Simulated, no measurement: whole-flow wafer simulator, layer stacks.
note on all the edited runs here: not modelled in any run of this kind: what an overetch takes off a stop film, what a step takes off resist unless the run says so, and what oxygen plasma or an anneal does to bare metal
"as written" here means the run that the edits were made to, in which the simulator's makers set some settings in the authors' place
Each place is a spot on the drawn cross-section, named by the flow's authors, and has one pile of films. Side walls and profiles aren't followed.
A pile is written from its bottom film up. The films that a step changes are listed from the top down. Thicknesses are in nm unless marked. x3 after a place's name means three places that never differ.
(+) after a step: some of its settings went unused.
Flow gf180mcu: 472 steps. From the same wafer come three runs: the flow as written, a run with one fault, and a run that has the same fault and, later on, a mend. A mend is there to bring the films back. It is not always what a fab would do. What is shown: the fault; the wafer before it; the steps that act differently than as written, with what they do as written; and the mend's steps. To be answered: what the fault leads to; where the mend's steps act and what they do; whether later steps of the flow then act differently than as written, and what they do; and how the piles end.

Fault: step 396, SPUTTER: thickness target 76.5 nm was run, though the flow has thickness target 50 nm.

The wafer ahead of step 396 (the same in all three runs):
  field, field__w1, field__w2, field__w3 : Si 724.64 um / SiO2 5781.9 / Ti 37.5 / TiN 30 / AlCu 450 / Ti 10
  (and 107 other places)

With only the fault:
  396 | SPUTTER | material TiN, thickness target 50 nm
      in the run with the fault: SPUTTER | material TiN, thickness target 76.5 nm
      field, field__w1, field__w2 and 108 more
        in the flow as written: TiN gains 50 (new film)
        in the run with the fault: TiN gains 76.5 (new film)
  Later steps of the flow acting differently than as written (not shown: 1 more step that differs only slightly, by at most 2% or 0.5 nm, whichever is larger):
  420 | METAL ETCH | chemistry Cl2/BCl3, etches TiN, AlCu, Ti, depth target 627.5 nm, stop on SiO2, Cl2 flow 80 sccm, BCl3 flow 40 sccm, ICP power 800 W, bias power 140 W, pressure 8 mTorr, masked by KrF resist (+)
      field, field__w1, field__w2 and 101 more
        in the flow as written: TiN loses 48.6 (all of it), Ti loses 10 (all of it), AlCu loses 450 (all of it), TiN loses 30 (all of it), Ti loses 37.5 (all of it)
        in the run with the fault: TiN loses 75.1 (all of it), Ti loses 10 (all of it), AlCu loses 450 (all of it), TiN loses 30 (all of it), Ti loses 37.5 (all of it)
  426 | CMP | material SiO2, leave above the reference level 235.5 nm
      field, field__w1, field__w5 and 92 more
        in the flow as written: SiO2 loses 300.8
        in the run with the fault: SiO2 loses 274.3
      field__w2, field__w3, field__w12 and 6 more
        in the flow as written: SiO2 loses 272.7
        in the run with the fault: SiO2 loses 245
  The piles end different from the flow's at field__w4, field__w8, contact, m1, m1__w1, mim, mim_1p0, m1_nw by more than 2% or 0.5 nm, whichever is larger.
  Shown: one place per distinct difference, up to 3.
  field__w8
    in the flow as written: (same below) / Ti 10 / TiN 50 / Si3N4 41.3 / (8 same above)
    in the run with the fault: (same below) / Ti 10 / TiN 76.5 / Si3N4 41.3 / (8 same above)
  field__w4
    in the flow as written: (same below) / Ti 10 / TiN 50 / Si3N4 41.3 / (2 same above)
    in the run with the fault: (same below) / Ti 10 / TiN 76.5 / Si3N4 41.3 / (2 same above)
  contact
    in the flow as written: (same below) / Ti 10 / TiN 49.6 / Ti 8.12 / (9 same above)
    in the run with the fault: (same below) / Ti 10 / TiN 76.1 / Ti 8.12 / (9 same above)

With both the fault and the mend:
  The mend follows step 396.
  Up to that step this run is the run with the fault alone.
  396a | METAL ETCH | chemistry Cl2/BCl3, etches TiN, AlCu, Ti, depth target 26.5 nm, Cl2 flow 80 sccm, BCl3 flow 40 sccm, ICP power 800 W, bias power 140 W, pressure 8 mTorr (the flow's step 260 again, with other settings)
      field, field__w1, field__w2 and 108 more
        TiN loses 26.5
  Every later step of the flow that is run acts as written at every place that is followed.
  The piles end the same as the flow's at every place that both follow.
